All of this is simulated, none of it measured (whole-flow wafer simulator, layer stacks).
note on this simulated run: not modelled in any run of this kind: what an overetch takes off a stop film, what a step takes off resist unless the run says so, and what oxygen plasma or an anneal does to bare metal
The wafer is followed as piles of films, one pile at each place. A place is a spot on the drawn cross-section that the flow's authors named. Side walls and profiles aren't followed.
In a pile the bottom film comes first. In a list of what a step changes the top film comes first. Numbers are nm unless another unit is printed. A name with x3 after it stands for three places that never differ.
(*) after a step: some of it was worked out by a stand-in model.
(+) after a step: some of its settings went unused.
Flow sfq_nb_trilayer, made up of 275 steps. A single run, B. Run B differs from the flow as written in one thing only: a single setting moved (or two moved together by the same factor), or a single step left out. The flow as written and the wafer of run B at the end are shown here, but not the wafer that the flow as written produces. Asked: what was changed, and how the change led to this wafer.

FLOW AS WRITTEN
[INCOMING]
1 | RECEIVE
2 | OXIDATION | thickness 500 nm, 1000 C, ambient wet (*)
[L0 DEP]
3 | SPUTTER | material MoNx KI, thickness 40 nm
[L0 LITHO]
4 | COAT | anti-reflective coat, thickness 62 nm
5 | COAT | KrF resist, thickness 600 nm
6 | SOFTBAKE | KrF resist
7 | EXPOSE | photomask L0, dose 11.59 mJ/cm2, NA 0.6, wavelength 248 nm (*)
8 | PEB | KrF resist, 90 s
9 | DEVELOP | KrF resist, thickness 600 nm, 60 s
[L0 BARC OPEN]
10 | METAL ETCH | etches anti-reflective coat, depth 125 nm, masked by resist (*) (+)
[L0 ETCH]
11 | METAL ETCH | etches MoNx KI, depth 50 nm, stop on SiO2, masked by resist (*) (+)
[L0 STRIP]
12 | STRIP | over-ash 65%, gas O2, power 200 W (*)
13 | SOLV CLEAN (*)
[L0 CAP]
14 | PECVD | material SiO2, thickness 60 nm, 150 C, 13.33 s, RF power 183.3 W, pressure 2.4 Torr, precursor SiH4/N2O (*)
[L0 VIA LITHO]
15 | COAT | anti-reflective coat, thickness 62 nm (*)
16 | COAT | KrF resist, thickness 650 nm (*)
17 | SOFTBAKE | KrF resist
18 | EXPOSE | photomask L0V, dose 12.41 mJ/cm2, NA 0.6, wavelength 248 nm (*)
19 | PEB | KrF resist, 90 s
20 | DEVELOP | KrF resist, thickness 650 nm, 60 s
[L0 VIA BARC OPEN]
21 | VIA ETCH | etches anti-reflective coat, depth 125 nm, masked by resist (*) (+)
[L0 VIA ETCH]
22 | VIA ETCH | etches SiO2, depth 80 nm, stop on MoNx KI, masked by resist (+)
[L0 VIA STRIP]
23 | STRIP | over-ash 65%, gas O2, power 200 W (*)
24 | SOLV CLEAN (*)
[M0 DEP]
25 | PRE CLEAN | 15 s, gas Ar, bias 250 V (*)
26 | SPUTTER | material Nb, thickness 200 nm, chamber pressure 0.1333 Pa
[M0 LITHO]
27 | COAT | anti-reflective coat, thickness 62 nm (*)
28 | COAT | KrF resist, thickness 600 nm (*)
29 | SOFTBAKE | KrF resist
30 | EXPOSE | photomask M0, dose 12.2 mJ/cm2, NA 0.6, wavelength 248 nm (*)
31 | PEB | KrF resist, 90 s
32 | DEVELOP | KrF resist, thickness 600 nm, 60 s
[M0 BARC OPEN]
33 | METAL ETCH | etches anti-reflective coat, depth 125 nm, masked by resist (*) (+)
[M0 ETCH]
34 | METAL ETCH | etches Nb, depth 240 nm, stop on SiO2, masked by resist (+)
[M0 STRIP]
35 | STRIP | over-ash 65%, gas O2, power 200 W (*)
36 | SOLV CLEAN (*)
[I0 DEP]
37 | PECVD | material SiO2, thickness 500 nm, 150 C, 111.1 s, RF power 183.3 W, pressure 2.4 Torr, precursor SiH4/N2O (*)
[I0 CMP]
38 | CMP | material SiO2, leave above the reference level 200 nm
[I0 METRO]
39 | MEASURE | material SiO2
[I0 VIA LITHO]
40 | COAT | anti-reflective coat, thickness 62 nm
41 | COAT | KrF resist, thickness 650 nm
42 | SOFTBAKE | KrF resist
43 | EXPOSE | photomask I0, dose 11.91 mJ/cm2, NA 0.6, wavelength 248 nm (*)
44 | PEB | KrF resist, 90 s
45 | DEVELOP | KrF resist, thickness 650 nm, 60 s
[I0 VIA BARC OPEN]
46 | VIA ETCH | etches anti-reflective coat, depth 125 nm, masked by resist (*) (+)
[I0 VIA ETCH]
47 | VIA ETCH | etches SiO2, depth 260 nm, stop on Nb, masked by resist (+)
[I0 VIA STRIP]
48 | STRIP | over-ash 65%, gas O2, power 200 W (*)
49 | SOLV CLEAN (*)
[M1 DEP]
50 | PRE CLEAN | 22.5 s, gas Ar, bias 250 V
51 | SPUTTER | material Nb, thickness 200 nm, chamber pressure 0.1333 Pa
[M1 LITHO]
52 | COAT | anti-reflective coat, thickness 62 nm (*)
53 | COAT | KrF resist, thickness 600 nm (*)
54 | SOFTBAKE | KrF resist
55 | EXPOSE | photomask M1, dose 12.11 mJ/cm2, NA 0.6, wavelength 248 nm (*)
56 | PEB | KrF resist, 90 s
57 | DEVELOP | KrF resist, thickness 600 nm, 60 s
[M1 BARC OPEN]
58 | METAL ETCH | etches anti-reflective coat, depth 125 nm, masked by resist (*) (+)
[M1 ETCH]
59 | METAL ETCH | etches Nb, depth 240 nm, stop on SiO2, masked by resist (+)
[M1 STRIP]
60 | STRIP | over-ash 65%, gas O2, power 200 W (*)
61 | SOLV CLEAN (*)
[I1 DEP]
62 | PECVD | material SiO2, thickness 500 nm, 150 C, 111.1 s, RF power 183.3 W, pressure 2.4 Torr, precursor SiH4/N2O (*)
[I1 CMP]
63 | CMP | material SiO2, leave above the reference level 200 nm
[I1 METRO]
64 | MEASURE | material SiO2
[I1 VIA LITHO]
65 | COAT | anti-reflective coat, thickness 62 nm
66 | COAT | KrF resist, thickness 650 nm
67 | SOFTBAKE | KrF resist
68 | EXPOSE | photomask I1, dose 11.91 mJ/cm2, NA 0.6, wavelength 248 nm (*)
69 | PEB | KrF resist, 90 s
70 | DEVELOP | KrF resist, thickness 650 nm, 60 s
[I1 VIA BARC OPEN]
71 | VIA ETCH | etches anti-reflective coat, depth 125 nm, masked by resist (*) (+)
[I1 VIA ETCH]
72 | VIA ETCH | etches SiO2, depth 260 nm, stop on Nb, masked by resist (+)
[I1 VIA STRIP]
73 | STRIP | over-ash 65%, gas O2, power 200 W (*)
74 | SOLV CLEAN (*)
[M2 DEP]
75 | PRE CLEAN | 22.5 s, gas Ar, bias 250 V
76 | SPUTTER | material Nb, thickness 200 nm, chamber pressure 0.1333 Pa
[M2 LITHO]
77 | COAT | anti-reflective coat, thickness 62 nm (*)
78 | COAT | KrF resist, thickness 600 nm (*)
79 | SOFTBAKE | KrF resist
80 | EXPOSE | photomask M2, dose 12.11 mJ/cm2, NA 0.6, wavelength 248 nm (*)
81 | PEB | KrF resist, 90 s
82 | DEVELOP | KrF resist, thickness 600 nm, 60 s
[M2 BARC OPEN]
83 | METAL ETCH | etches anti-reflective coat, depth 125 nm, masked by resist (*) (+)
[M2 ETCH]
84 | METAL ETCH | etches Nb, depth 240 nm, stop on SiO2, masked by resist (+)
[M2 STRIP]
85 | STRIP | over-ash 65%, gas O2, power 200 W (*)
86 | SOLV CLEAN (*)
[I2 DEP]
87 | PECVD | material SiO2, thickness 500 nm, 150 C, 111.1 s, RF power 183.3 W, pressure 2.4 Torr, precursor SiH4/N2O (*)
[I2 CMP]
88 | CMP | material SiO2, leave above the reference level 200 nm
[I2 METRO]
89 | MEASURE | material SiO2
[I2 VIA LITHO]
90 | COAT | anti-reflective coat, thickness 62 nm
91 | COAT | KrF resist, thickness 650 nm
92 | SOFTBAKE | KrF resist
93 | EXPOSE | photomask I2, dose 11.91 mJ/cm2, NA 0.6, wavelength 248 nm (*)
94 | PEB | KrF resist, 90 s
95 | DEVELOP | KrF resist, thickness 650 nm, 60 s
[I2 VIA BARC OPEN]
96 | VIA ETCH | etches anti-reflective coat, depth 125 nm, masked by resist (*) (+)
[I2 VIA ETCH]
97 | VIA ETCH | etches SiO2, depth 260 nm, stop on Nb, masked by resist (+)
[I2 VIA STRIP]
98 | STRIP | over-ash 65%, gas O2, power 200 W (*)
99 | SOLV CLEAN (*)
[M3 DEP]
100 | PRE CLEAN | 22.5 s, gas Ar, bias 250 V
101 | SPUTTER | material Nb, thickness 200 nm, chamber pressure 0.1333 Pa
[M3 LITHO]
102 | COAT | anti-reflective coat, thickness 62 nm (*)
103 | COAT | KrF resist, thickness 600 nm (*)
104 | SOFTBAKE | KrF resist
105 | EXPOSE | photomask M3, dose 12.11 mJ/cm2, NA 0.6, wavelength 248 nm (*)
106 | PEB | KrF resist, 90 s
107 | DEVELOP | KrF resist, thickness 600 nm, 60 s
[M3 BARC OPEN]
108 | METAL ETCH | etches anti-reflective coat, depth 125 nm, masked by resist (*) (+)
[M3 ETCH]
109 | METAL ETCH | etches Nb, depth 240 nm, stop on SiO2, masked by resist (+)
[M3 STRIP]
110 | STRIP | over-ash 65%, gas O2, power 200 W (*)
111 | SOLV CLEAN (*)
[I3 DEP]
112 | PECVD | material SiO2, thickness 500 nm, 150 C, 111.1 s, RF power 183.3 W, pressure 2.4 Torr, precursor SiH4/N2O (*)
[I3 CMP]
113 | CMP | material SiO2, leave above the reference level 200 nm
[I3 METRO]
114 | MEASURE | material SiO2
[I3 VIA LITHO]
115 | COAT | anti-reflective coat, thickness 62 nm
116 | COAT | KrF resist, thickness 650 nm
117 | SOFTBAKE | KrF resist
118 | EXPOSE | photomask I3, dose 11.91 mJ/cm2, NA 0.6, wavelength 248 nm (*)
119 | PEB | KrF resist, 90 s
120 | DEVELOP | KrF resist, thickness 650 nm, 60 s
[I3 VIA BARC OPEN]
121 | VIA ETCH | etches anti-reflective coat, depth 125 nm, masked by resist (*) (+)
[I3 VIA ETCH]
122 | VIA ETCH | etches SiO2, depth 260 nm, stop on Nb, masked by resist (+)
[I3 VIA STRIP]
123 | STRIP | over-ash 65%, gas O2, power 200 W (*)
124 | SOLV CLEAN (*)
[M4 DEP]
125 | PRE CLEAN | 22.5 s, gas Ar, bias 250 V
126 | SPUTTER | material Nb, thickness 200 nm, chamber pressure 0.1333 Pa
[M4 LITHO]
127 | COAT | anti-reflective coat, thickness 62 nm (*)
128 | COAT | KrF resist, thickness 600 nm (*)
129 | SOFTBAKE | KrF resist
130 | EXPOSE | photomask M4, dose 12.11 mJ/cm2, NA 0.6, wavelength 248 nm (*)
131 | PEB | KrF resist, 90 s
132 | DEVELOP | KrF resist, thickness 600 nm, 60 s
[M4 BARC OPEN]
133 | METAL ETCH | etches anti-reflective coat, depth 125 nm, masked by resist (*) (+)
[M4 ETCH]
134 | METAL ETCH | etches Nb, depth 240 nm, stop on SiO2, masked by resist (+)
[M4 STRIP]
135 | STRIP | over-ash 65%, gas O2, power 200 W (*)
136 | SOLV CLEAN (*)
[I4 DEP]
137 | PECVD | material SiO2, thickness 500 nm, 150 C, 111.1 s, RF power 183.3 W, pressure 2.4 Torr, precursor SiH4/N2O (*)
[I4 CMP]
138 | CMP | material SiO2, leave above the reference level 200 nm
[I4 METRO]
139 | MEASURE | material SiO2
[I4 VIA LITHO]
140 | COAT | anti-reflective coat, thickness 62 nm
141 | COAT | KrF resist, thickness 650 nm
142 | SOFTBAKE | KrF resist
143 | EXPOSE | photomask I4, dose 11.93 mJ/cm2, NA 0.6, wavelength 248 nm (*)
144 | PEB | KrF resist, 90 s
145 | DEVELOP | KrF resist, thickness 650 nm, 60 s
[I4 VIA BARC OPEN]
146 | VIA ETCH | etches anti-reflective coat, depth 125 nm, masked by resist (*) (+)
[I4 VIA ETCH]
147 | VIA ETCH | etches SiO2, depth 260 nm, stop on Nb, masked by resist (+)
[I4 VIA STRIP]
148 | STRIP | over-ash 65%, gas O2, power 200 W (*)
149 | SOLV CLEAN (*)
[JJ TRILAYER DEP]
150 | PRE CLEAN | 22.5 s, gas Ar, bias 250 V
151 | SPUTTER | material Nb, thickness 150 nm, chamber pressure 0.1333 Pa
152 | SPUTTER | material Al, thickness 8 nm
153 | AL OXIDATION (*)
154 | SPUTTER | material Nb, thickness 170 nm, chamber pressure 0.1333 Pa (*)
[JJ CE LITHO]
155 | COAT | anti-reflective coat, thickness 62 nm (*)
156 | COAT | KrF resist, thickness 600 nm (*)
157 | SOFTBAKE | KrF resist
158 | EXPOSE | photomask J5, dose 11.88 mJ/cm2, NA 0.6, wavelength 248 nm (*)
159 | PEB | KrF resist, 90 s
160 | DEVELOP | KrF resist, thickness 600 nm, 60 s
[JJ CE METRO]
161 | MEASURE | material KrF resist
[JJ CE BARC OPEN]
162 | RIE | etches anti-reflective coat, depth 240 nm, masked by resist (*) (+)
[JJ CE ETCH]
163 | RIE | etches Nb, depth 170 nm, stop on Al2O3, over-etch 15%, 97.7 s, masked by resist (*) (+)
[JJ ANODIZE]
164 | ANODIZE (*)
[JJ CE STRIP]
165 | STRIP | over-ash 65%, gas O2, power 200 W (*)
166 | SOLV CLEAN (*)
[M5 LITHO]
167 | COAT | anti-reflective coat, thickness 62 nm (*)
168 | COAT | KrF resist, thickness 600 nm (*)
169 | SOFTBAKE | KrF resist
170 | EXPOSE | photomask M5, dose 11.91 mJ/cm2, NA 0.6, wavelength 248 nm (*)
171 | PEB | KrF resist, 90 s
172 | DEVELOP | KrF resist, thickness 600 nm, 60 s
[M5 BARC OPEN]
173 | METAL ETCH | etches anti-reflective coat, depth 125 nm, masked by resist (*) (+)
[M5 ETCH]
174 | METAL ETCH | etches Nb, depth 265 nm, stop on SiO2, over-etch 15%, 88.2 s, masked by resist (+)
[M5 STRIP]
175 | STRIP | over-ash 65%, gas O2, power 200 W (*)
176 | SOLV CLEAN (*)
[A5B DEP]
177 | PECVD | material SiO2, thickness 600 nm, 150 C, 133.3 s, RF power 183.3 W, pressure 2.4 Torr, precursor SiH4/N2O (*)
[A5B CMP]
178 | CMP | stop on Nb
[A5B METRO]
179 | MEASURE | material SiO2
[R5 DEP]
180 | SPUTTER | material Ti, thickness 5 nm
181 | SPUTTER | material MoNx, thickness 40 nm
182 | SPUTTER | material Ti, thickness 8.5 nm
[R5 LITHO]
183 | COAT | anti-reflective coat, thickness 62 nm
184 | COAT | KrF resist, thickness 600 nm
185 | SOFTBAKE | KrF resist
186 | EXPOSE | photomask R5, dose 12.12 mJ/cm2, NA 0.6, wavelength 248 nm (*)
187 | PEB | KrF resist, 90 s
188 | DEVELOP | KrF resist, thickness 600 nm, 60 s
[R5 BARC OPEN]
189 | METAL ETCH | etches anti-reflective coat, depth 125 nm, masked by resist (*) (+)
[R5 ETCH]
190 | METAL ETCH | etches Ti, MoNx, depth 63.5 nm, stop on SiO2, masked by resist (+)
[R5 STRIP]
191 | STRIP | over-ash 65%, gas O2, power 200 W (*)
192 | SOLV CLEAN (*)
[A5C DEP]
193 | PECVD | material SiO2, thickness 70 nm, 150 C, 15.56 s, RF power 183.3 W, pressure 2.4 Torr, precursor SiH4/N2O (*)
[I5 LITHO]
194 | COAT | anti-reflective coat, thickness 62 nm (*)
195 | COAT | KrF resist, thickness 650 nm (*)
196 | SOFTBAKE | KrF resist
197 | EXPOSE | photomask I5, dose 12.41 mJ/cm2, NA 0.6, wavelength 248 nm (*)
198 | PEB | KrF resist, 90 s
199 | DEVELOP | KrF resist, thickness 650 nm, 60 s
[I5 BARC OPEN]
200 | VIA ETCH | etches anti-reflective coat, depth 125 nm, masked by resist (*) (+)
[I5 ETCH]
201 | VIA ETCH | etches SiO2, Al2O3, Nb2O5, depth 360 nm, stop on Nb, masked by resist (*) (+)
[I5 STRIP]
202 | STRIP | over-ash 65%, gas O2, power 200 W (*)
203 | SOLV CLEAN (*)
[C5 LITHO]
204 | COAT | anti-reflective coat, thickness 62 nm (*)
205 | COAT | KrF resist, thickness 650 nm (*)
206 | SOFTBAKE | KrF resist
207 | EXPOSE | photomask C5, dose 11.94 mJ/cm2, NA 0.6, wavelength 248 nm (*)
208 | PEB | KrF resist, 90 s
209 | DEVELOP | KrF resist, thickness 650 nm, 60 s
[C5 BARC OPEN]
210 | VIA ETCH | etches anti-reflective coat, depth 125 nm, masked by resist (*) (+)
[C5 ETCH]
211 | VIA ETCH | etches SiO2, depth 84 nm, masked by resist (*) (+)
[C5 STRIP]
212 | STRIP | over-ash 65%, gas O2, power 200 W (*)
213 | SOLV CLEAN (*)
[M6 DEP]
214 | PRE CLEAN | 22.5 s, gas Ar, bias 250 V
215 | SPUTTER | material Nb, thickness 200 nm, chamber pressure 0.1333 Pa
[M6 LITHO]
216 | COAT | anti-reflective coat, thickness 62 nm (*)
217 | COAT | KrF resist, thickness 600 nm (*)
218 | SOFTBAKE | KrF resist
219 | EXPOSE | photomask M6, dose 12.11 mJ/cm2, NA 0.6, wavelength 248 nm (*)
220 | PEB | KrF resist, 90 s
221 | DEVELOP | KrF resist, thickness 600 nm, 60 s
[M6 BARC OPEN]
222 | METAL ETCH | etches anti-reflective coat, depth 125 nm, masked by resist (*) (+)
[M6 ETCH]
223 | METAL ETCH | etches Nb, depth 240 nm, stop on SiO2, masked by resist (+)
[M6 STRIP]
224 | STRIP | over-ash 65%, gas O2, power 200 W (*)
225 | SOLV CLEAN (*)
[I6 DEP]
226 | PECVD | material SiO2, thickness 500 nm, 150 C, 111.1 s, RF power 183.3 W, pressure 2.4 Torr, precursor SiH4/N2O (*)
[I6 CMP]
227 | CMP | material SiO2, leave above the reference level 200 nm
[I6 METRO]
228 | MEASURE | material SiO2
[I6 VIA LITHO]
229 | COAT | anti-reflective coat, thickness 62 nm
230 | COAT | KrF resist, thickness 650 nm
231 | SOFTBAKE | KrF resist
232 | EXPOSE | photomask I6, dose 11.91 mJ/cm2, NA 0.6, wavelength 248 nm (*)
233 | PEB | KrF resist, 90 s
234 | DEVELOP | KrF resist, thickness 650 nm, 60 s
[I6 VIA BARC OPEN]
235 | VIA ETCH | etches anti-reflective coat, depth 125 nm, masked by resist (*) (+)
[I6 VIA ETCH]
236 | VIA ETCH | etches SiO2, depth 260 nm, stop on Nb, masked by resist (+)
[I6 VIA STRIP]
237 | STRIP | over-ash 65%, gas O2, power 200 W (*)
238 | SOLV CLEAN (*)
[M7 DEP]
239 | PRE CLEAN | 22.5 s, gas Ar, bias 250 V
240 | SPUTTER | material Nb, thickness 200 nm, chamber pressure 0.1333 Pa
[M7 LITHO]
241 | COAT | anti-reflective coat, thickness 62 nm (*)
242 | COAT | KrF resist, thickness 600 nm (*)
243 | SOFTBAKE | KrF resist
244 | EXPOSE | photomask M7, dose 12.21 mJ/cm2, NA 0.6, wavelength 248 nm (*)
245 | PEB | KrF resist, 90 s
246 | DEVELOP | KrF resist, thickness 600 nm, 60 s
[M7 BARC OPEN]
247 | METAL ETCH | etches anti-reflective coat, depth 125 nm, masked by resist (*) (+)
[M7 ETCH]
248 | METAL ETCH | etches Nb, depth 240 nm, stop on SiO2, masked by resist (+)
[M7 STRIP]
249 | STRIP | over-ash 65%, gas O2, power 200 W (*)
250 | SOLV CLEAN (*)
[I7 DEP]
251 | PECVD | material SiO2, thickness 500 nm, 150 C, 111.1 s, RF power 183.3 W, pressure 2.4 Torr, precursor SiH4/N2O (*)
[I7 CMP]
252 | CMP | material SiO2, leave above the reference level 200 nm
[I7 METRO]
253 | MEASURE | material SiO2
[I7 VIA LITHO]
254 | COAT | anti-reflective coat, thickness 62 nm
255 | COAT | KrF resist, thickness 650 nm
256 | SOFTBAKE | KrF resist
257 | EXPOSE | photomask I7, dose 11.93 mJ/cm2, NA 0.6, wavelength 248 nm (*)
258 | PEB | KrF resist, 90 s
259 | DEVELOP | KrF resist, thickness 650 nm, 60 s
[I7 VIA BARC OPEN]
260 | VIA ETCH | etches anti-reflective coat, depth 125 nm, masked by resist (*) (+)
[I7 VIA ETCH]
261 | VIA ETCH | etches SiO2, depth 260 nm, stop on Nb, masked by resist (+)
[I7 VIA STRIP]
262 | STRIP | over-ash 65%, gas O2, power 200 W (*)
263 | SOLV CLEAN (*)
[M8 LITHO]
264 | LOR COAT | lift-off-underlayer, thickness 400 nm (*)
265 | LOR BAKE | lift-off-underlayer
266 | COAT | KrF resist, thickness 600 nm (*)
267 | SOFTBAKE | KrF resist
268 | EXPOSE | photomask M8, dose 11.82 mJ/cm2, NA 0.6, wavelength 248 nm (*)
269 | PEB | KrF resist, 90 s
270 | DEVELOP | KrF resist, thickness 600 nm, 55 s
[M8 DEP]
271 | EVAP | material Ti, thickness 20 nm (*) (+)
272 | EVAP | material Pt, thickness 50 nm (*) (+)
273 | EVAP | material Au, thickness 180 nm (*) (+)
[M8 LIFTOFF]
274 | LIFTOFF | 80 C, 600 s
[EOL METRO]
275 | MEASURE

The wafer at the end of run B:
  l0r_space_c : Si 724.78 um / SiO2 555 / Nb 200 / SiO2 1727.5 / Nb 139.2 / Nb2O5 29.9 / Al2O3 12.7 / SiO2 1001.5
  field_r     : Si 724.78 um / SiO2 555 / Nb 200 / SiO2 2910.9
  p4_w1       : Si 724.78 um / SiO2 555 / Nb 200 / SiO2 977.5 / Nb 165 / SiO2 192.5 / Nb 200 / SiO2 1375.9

Cause: step 101, SPUTTER: thickness 165 nm was run, while the flow as written has thickness 200 nm.
One can read it off the wafer: p4_w1 has Nb 165, and step 101 as written asks for 200 nm.

How this came from the change, step by step:
  101 | SPUTTER | material Nb, thickness 200 nm, chamber pressure 0.1333 Pa
      field_l, v_sur, via_wl and 102 more: +165 Nb (new film) (it would be, as written: +200 Nb (new film))
      via_w: +136.3 Nb (it would be, as written: +165.5 Nb)
  109 | METAL ETCH | etches Nb, depth 240 nm, stop on SiO2, masked by resist (+)
      field_l, be, be_sur and 72 more: -165 Nb (all of it) (it would be, as written: -200 Nb (all of it))
  112 | PECVD | material SiO2, thickness 500 nm, 150 C, 111.1 s, RF power 183.3 W, pressure 2.4 Torr, precursor SiH4/N2O (*)
      p4_g1, p4_g2, p3_s0, p3_s1, p3_s2, p3_s3, p3_s4, p3_s5: +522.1 SiO2 (it would be, as written: +557.1 SiO2)
  113 | CMP | material SiO2, leave above the reference level 200 nm
      field_l, be, be_sur and 64 more: -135 SiO2 (it would be, as written: -100 SiO2)
